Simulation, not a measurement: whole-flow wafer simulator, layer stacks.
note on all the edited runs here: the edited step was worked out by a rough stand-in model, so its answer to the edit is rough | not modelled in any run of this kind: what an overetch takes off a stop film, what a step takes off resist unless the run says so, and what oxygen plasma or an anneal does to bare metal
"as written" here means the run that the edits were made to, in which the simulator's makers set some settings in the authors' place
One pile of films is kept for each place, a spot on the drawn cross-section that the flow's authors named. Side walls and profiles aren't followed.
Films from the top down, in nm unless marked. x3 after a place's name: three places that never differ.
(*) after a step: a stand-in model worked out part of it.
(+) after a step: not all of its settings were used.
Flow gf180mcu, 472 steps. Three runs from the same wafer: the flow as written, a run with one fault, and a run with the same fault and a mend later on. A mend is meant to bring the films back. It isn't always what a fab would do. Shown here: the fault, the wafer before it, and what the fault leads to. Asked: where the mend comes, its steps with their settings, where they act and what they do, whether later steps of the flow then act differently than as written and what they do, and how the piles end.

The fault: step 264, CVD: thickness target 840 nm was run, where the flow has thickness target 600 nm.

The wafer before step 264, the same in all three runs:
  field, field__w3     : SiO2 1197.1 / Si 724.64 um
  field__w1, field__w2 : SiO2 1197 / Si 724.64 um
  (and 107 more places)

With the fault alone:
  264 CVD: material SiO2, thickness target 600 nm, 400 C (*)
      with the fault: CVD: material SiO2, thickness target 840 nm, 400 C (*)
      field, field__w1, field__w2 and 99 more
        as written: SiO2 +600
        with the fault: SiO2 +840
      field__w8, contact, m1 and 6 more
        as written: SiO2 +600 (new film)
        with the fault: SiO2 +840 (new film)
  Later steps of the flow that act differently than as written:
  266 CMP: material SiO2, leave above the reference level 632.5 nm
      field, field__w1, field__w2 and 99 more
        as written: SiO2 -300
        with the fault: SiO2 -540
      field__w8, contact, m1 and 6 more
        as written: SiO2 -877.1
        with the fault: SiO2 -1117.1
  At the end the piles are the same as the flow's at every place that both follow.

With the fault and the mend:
  The mend comes after step 275.
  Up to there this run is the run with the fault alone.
  276 ETCH: chemistry C4F8/O2/Ar, etches SiO2, depth target 1200 nm, stop on TiN, over-etch 70%, masked by KrF resist (+) (the flow's step 276, which as written has depth target 960 nm)
      field, field__w1, field__w2 and 107 more
        KrF resist -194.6
      contact
        SiO2 -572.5 (all of it)
  No later step of the flow acts differently than as written, at any place that is followed, by more than 2% or 0.5 nm, whichever is larger.
  At the end the piles are the same as the flow's at every place that both follow.
